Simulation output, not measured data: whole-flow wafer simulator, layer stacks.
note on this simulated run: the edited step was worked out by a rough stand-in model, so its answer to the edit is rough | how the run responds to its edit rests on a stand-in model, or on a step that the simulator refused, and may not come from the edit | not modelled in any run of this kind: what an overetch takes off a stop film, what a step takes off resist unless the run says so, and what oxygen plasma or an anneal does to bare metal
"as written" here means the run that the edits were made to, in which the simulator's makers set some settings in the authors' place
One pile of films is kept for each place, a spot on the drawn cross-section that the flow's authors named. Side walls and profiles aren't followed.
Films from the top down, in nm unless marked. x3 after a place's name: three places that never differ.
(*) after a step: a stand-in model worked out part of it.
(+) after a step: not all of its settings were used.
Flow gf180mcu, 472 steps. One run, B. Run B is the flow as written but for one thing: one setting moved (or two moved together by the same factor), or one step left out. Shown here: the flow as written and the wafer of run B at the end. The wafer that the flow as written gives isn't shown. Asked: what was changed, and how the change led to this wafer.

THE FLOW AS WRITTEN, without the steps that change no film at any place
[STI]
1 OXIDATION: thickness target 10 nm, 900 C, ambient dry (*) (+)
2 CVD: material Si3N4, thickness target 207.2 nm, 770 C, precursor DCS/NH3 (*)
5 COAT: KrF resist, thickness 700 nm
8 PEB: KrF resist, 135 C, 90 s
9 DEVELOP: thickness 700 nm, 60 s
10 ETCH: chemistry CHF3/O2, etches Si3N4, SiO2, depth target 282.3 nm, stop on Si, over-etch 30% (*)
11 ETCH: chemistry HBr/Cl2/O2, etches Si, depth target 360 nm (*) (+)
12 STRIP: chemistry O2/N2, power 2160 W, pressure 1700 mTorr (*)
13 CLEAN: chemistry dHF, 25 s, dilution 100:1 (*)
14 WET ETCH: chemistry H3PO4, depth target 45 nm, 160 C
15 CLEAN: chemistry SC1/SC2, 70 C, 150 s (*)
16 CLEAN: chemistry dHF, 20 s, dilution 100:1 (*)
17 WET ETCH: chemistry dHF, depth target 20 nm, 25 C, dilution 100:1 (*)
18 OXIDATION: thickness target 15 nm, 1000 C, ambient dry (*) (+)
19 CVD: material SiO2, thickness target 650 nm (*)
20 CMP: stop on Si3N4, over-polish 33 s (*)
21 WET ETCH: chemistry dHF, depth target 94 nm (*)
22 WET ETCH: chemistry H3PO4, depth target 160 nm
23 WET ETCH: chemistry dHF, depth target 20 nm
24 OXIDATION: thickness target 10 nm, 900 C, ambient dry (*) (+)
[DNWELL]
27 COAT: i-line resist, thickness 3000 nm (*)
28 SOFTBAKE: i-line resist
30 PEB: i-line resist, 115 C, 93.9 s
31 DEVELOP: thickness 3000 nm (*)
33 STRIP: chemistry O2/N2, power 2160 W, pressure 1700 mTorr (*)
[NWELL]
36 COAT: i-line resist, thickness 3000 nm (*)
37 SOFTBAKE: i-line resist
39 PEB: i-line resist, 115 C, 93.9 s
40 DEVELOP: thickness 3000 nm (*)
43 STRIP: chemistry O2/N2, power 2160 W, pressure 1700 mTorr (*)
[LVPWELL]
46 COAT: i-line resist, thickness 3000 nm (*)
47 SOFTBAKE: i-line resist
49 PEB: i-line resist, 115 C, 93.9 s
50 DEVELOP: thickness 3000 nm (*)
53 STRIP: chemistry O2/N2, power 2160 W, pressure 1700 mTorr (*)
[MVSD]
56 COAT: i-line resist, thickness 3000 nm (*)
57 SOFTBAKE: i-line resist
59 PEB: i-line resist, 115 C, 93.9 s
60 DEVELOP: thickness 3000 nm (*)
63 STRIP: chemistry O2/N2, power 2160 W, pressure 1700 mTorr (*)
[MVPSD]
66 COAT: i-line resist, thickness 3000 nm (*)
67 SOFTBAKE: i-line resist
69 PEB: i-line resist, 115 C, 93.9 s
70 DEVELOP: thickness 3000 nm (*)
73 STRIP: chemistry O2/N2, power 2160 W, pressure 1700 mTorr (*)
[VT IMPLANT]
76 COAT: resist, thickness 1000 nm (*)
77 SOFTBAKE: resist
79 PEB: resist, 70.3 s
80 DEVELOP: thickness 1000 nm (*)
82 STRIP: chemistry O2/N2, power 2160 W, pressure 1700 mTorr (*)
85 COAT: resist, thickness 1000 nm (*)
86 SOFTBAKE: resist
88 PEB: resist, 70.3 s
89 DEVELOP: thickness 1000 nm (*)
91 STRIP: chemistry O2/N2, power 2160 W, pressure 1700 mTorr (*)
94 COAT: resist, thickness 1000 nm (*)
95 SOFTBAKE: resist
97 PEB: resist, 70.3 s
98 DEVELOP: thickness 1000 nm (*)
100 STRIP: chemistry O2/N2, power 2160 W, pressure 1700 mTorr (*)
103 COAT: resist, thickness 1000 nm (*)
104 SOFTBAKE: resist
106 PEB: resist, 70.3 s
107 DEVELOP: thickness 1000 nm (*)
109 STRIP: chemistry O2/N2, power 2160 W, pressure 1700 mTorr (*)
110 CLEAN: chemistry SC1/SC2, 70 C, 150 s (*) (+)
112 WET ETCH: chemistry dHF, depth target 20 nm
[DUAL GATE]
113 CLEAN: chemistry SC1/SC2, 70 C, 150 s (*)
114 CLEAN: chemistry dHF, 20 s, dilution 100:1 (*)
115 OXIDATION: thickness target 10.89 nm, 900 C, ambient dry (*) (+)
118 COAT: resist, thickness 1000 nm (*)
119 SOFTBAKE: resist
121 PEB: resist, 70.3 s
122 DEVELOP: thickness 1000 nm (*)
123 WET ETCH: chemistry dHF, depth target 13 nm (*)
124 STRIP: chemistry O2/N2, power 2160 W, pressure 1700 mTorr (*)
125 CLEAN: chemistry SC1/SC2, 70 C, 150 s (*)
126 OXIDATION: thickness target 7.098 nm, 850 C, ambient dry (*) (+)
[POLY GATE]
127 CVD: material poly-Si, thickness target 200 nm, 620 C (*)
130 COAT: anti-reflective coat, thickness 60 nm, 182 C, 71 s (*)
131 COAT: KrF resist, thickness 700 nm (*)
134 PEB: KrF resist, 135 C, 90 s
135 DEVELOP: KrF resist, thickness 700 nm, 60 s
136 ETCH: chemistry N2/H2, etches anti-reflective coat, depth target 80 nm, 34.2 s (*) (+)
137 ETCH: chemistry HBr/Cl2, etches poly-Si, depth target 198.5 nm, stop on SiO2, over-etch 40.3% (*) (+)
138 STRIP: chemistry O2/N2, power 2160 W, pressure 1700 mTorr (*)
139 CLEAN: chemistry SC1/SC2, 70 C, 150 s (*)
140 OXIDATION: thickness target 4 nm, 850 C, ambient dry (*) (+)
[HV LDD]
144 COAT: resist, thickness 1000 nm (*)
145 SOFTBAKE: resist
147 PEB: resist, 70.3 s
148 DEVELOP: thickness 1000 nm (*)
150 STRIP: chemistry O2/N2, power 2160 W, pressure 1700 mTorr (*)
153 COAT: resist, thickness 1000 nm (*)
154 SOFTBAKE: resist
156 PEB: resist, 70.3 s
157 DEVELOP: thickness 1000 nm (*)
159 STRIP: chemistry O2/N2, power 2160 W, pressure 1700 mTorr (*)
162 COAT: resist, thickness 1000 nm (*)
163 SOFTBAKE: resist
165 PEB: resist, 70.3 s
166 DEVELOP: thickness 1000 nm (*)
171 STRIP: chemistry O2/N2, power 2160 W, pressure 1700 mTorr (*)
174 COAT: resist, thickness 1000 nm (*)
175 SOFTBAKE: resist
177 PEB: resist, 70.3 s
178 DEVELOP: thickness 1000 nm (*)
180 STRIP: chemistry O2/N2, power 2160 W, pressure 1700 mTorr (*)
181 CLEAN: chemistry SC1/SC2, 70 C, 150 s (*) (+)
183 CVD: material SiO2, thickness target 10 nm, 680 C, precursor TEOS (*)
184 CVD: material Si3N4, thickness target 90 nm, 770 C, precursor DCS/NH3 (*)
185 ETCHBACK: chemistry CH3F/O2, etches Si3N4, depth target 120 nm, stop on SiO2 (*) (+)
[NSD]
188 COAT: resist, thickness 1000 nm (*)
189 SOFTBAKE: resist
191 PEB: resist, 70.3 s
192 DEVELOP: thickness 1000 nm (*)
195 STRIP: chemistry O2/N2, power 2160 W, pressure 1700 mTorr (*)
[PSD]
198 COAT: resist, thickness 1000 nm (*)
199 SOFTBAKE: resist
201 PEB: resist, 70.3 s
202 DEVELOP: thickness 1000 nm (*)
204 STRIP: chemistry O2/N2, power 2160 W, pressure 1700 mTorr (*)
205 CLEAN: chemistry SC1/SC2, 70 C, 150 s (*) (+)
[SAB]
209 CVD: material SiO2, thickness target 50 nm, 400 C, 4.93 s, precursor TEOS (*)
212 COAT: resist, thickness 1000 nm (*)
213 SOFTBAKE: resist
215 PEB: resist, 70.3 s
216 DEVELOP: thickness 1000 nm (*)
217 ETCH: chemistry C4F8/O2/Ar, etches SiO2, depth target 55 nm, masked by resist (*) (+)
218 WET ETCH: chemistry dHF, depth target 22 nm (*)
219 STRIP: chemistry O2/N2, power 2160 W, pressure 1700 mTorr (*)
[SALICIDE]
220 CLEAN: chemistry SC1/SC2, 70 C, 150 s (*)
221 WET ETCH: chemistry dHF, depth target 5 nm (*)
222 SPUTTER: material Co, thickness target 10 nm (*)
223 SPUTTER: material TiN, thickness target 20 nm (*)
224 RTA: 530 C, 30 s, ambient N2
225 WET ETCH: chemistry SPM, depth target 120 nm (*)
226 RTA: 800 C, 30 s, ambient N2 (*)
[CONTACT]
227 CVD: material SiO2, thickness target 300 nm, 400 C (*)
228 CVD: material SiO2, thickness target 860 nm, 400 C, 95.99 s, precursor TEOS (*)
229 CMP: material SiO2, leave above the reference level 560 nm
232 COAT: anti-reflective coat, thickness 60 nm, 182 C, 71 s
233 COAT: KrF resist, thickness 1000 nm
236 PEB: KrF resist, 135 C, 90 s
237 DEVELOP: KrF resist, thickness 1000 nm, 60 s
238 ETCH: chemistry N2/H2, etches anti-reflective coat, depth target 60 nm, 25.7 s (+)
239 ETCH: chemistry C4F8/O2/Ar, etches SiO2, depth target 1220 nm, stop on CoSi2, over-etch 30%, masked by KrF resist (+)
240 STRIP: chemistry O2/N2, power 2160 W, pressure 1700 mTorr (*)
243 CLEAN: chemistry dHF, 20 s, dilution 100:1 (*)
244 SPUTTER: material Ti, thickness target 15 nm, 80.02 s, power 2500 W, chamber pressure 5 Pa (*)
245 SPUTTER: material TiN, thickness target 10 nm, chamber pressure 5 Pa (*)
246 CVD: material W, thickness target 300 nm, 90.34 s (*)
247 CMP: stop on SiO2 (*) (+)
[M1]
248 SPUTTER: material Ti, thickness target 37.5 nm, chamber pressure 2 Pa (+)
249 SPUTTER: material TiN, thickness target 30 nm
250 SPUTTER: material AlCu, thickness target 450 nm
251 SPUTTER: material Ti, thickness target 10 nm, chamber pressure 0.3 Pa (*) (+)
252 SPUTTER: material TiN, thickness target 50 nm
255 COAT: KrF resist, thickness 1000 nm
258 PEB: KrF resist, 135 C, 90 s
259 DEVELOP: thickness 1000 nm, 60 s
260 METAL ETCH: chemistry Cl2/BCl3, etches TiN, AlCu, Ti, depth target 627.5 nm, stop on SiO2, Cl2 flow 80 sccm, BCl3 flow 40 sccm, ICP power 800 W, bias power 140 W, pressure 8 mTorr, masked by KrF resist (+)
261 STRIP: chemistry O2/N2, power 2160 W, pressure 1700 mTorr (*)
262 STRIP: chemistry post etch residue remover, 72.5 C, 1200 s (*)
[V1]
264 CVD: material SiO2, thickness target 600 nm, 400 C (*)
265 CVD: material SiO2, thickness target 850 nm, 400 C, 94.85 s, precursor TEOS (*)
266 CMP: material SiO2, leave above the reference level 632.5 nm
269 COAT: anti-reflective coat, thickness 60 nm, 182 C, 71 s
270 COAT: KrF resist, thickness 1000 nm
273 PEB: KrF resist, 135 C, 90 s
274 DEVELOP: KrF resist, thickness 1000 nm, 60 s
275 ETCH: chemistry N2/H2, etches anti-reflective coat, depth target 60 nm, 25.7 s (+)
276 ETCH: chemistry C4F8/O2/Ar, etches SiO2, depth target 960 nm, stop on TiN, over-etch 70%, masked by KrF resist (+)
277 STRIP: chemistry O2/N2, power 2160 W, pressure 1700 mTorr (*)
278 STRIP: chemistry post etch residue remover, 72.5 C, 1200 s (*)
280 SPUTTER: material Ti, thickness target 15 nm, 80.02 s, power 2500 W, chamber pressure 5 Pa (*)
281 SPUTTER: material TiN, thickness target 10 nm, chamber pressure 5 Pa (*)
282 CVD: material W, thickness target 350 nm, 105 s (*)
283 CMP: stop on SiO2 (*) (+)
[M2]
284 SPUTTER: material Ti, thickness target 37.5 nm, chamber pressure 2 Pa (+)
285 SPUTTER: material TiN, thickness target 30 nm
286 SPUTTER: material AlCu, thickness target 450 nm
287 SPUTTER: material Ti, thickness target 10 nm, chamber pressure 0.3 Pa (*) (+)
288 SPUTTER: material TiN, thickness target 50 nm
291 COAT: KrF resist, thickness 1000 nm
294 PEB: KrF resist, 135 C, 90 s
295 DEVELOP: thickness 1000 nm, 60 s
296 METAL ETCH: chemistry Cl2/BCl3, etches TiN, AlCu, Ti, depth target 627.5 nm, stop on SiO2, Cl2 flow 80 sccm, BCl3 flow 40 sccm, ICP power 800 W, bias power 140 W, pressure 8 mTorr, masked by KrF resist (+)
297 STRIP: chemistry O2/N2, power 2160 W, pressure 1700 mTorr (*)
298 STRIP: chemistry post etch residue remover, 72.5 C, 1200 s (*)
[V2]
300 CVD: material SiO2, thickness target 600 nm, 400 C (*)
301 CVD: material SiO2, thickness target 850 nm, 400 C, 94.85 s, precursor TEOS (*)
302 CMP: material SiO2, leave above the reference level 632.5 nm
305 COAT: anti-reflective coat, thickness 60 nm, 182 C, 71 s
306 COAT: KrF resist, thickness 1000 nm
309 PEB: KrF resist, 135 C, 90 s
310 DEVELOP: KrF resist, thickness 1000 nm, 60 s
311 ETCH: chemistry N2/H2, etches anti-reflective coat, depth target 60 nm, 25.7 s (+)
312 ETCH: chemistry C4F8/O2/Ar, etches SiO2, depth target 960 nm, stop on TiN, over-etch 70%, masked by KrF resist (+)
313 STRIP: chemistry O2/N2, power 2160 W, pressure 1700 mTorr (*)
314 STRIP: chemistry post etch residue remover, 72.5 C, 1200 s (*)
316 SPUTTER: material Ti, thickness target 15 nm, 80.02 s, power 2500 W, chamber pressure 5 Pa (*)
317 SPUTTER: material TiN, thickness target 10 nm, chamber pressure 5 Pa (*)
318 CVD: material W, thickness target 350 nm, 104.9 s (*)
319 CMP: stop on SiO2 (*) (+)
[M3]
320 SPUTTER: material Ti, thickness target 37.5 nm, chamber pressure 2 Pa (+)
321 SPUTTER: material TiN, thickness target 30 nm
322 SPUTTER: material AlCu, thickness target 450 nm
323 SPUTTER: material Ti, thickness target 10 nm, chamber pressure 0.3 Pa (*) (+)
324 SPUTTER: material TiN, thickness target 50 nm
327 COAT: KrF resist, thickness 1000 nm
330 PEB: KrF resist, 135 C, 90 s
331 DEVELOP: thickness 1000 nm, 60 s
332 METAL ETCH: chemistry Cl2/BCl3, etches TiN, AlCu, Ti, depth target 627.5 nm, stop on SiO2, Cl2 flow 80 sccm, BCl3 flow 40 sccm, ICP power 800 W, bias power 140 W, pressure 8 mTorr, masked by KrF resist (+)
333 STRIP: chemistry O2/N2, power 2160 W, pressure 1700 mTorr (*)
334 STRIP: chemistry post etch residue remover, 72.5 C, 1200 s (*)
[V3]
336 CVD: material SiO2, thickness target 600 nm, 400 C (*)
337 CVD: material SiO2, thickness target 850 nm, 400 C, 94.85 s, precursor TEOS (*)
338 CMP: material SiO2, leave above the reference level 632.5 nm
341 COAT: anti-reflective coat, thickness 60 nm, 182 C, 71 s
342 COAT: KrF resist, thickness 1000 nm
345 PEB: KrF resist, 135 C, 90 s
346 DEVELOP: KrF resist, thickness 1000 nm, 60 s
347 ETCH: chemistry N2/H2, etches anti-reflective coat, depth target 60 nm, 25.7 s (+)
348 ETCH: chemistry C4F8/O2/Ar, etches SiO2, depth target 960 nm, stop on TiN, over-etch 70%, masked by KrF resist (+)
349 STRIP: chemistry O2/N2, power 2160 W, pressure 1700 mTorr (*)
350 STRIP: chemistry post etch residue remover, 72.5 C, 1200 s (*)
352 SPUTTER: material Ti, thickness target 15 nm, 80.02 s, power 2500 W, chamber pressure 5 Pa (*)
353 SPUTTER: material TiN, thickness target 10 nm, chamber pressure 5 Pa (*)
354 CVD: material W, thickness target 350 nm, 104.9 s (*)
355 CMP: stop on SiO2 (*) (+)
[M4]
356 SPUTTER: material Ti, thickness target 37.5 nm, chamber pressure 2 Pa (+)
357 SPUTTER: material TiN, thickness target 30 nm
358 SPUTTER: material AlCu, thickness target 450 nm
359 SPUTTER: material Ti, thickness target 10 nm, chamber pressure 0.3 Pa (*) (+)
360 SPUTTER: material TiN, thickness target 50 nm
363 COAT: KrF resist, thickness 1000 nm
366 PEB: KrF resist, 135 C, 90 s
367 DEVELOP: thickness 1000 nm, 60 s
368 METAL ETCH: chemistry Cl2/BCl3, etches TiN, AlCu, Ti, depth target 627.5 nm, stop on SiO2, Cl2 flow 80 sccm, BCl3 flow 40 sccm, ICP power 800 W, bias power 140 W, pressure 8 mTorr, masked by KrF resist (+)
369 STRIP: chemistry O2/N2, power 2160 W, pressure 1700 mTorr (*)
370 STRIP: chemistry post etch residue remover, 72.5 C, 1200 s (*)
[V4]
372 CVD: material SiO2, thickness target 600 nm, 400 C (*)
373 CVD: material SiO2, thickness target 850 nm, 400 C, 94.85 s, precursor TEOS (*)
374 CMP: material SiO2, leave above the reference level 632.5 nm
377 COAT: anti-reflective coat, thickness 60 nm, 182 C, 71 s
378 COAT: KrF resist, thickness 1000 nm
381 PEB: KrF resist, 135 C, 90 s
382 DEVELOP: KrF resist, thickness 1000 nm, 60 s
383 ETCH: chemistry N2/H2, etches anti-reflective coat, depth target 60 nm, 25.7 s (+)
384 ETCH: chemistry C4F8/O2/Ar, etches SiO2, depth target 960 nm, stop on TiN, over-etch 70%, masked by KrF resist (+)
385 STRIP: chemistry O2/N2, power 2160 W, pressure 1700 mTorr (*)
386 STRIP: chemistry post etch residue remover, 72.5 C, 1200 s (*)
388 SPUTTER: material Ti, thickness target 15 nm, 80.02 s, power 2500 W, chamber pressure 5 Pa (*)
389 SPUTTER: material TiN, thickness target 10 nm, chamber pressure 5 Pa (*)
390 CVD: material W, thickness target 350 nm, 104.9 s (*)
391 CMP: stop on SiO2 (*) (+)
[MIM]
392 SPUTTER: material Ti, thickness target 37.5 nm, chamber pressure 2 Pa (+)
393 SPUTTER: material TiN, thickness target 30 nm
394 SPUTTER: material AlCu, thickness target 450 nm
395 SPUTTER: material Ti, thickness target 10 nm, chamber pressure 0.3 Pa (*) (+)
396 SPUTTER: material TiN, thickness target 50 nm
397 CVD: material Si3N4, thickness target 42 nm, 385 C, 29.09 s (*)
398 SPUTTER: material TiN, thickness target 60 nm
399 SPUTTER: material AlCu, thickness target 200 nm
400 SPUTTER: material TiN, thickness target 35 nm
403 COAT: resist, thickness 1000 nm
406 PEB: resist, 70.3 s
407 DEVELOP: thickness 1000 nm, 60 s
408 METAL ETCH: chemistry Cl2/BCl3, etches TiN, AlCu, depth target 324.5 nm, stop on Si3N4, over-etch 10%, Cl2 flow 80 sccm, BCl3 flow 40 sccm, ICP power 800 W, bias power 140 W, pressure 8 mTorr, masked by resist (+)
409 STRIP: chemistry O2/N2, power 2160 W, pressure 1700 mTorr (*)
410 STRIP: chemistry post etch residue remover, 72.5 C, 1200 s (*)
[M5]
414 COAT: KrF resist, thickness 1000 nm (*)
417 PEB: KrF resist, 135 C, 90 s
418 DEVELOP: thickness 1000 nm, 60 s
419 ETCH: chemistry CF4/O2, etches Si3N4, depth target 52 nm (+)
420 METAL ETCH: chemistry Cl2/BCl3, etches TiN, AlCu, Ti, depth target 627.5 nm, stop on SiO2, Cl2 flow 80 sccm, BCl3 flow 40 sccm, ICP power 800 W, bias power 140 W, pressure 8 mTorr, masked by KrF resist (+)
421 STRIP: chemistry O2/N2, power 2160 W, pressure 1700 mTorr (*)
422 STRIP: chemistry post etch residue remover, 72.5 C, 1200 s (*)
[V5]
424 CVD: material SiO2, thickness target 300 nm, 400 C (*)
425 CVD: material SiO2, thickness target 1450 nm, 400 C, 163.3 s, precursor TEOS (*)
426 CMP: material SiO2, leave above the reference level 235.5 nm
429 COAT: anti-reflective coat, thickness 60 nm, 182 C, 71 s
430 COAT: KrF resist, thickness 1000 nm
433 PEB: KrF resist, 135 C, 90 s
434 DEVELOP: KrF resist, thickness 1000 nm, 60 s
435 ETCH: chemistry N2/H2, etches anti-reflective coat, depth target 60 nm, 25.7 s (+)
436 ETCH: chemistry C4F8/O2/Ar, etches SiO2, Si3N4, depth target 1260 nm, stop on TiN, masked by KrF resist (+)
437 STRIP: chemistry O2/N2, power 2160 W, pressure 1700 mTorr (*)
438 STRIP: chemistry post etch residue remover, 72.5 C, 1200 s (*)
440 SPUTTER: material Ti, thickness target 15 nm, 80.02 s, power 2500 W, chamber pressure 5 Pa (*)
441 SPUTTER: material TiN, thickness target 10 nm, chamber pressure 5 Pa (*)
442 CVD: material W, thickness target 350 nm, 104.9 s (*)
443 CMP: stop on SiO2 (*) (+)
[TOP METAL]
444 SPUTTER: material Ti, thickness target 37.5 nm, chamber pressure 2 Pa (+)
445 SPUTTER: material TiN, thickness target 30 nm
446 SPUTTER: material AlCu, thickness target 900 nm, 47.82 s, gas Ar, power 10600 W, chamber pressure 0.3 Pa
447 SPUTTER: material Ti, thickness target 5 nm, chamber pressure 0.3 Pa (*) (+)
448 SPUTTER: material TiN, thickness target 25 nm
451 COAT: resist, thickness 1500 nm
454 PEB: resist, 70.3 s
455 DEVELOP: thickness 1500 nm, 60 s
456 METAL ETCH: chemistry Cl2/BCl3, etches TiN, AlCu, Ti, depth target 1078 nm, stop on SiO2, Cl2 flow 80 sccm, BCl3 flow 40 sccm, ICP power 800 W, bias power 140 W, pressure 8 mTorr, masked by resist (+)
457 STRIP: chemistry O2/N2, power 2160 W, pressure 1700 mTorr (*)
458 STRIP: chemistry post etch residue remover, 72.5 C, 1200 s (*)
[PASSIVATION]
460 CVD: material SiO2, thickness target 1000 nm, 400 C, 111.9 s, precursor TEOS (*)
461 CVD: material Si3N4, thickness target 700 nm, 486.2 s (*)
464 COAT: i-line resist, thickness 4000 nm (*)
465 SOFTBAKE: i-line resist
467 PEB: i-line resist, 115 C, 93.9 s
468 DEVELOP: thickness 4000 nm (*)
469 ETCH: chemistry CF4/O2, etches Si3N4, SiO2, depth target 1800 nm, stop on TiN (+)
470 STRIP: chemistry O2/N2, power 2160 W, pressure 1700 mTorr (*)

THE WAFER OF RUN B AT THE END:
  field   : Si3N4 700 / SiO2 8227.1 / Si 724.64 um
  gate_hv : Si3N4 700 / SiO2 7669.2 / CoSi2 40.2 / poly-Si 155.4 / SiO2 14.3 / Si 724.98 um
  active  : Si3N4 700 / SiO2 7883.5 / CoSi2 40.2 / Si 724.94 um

The cause: step 222, SPUTTER: thickness target 11.5 nm was run, where the flow has thickness target 10 nm.

How the change led to this, step by step:
  222 SPUTTER: material Co, thickness target 10 nm (*)
      field, field__w7, field__w8 and 72 more: Co +11.5 (new film) (as written it would be: Co +10 (new film))
      field__w6, field_sub, field_sub__w2: Co +11.4 (new film) (as written it would be: Co +9.95 (new film))
      (and at 33 more places)
  223 SPUTTER: material TiN, thickness target 20 nm (*)
      field__w12: TiN +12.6 (new film) (as written it would be: TiN +12 (new film))
  224 RTA: 530 C, 30 s, ambient N2
      gate, gate_hv, gate_p and 22 more: under 1 film: CoSi +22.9 (new film), Co -11.5 (all of it), poly-Si -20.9 (as written it would be: under 1 film: CoSi +19.9 (new film), Co -10 (all of it), poly-Si -18.2)
      active, p_well, sd_n and 11 more: under 1 film: CoSi +22.9 (new film), Co -11.5 (all of it), Si -20.9 (as written it would be: under 1 film: CoSi +19.9 (new film), Co -10 (all of it), Si -18.1)
      (and at 10 more places)
  225 WET ETCH: chemistry SPM, depth target 120 nm (*)
      field, field__w7, field__w8 and 32 more: TiN -20 (all of it), Co -11.5 (all of it) (as written it would be: TiN -20 (all of it), Co -10 (all of it))
      field__w9, nw_enc_fld_lv__w3: TiN -19.1 (all of it), Co -11 (all of it) (as written it would be: TiN -19.1 (all of it), Co -9.6 (all of it))
      (and at 25 more places)
  226 RTA: 800 C, 30 s, ambient N2 (*)
      gate, gate_hv, gate_p and 22 more: CoSi2 +40.2 (new film), CoSi -22.9 (all of it), poly-Si -20.9 (as written it would be: CoSi2 +35 (new film), CoSi -19.9 (all of it), poly-Si -18.2)
      active, p_well, sd_n and 11 more: CoSi2 +40.2 (new film), CoSi -22.9 (all of it), Si -20.9 (as written it would be: CoSi2 +35 (new film), CoSi -19.9 (all of it), Si -18.1)
      (and at 10 more places)
